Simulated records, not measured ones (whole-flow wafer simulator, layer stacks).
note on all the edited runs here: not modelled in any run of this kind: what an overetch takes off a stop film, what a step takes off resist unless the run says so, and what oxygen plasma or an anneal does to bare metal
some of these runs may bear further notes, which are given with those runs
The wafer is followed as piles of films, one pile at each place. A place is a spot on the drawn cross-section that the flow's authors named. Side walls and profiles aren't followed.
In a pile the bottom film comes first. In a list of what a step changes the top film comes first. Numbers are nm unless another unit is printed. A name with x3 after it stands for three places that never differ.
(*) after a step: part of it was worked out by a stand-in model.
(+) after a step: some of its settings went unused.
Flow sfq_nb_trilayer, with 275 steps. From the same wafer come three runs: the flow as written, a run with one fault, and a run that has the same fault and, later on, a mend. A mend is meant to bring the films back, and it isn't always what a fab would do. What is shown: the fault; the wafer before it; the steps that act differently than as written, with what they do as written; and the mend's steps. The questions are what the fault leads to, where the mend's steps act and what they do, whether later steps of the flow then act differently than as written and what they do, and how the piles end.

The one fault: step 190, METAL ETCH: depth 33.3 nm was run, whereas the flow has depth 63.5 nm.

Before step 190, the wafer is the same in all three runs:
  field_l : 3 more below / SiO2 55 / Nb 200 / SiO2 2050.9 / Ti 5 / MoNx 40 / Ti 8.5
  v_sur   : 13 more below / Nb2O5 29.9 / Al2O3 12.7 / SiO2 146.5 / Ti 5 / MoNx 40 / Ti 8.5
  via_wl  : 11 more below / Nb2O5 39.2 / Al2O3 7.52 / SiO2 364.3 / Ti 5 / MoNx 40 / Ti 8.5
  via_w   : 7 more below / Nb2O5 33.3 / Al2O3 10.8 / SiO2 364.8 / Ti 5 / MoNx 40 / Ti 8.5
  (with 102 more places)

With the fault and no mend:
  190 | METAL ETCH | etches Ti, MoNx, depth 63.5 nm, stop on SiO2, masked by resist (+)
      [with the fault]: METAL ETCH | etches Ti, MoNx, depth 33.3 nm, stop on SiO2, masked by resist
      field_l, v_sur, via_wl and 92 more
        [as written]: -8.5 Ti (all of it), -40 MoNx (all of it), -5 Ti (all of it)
        [with the fault]: -8.5 Ti (all of it), -24.8 MoNx
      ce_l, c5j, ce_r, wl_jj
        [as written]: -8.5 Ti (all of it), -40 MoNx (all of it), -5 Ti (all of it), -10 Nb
        [with the fault]: -8.5 Ti (all of it), -24.8 MoNx
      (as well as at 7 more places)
  Steps later in the flow that act otherwise than as written (9 more steps, not shown, differ only slightly: by at most 2% or 0.5 nm, whichever is larger):
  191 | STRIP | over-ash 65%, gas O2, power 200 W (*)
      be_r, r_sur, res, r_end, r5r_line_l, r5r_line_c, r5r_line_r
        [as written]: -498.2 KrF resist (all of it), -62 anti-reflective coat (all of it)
        [with the fault]: -510.2 KrF resist (all of it), -62 anti-reflective coat (all of it)
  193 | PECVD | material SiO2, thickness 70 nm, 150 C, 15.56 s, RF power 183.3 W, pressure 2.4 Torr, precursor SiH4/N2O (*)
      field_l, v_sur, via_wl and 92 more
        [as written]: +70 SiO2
        [with the fault]: +70 SiO2 (new film)
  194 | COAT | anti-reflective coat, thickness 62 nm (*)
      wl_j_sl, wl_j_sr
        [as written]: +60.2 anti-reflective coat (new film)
        [with the fault]: +62 anti-reflective coat (new film)
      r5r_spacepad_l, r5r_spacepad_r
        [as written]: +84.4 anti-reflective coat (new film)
        [with the fault]: +75.7 anti-reflective coat (new film)
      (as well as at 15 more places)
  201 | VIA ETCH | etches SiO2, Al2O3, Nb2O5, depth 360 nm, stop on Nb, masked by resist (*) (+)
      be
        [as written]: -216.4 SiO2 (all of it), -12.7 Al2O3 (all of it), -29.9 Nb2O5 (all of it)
        [with the fault]: -69.8 SiO2 (all of it), -15.2 MoNx (all of it), -5 Ti (all of it), -146.5 SiO2 (all of it), -12.7 Al2O3 (all of it), -29.9 Nb2O5 (all of it)
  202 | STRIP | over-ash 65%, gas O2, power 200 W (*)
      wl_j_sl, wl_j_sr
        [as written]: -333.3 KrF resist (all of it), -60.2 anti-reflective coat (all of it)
        [with the fault]: -333.2 KrF resist (all of it), -62 anti-reflective coat (all of it)
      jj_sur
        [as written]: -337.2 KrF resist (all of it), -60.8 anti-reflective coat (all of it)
        [with the fault]: -335.6 KrF resist (all of it), -62.5 anti-reflective coat (all of it)
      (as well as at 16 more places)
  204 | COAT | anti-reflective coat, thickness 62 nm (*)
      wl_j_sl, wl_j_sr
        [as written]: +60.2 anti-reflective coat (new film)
        [with the fault]: +62 anti-reflective coat (new film)
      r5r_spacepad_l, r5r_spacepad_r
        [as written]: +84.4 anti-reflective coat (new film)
        [with the fault]: +75.7 anti-reflective coat (new film)
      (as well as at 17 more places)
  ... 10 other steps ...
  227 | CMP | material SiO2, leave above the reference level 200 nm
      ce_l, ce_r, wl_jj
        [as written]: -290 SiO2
        [with the fault]: -300 SiO2
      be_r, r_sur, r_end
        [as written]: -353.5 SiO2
        [with the fault]: -333.3 SiO2
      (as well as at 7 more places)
  The piles end different from the flow's at field_l, v_sur, via_wl and 103 more by more than 2% or 0.5 nm, whichever is larger.
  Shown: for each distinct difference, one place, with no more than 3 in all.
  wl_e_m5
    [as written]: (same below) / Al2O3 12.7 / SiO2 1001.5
    [with the fault]: (same below) / Al2O3 12.7 / SiO2 146.5 / Ti 5 / MoNx 15.2 / SiO2 855
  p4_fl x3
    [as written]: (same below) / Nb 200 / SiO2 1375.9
    [with the fault]: (same below) / Nb 200 / SiO2 520.9 / Ti 5 / MoNx 15.2 / SiO2 855
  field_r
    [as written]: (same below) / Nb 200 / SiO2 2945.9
    [with the fault]: (same below) / Nb 200 / SiO2 2090.9 / Ti 5 / MoNx 15.2 / SiO2 855

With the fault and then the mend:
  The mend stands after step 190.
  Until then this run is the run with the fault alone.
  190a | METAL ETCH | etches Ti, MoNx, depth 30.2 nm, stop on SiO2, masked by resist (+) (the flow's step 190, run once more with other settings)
      field_l, v_sur, via_wl and 92 more
        -15.2 MoNx (all of it), -5 Ti (all of it)
      be_r, r_sur, res, r_end, r5r_line_l, r5r_line_c, r5r_line_r
        -12.1 KrF resist
      ce_l, c5j, ce_r, wl_jj
        -15.2 MoNx (all of it), -5 Ti (all of it), -10 Nb
  Every later step of the flow that is run acts as written at every place that is followed.
  By the end, the piles equal the flow's at every place that both follow.
